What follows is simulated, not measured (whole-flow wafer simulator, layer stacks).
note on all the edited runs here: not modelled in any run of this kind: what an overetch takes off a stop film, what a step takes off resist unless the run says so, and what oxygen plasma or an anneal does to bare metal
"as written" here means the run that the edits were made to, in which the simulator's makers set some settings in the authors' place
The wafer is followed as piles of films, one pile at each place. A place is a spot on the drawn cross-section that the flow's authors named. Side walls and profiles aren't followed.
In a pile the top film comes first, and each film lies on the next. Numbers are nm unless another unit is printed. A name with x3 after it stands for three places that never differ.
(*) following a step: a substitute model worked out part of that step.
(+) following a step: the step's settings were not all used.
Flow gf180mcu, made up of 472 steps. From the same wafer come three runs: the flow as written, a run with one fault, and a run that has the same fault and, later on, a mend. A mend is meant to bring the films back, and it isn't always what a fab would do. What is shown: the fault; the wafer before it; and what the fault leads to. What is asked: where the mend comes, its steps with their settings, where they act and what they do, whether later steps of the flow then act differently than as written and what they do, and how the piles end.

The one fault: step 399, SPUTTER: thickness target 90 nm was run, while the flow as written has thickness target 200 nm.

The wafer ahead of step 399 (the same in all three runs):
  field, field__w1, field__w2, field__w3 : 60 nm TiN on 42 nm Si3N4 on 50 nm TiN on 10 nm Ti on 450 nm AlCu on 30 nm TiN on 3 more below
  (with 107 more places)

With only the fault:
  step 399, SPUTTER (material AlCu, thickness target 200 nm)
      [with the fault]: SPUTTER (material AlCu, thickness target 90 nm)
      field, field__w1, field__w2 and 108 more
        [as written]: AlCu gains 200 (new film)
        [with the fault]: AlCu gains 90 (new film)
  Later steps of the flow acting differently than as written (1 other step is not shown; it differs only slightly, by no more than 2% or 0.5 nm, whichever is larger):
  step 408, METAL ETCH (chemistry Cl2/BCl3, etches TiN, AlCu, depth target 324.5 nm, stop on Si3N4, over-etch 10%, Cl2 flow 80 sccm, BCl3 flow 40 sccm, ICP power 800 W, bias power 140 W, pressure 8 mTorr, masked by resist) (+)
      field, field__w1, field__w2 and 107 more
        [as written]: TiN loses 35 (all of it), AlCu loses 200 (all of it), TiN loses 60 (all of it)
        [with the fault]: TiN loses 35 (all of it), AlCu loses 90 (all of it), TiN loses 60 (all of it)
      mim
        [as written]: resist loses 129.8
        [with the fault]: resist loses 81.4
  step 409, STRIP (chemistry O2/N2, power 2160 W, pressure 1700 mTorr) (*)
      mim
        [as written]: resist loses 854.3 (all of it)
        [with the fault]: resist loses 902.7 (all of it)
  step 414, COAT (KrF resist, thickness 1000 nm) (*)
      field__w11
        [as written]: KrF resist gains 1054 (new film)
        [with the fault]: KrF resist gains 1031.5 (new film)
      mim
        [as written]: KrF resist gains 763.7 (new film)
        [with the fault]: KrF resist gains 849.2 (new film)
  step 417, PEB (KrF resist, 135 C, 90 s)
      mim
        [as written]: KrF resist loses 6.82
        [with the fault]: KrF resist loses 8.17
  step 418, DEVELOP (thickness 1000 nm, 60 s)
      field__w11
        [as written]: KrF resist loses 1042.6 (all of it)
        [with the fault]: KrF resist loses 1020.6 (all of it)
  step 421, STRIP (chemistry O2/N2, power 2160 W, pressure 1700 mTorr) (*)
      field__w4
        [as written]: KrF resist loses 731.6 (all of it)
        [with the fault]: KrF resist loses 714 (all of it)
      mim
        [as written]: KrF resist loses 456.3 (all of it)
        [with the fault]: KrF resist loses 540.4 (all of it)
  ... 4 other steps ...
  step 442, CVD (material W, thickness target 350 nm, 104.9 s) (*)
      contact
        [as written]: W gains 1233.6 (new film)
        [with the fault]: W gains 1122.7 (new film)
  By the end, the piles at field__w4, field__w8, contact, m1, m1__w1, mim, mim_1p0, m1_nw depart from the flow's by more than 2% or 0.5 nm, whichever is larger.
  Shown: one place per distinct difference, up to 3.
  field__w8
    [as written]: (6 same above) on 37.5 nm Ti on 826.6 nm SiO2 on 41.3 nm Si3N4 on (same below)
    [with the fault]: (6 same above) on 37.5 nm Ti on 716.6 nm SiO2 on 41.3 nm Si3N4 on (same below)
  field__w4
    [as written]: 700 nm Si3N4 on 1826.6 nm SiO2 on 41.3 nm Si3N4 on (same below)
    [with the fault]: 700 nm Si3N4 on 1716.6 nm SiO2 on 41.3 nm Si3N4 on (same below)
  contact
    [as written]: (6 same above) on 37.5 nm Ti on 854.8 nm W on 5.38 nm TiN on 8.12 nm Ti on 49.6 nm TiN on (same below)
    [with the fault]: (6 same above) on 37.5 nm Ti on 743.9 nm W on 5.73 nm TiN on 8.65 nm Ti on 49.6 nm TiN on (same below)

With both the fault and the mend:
  After step 399 comes the mend.
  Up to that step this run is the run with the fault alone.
  step 399a, SPUTTER (material AlCu, thickness target 110 nm) (a further turn of the flow's step 399, with different settings)
      field, field__w1, field__w2 and 108 more
        AlCu gains 110
  Later steps of the flow that are run all act as written at every place that is followed.
  By the end, the piles equal the flow's at every place that both follow.
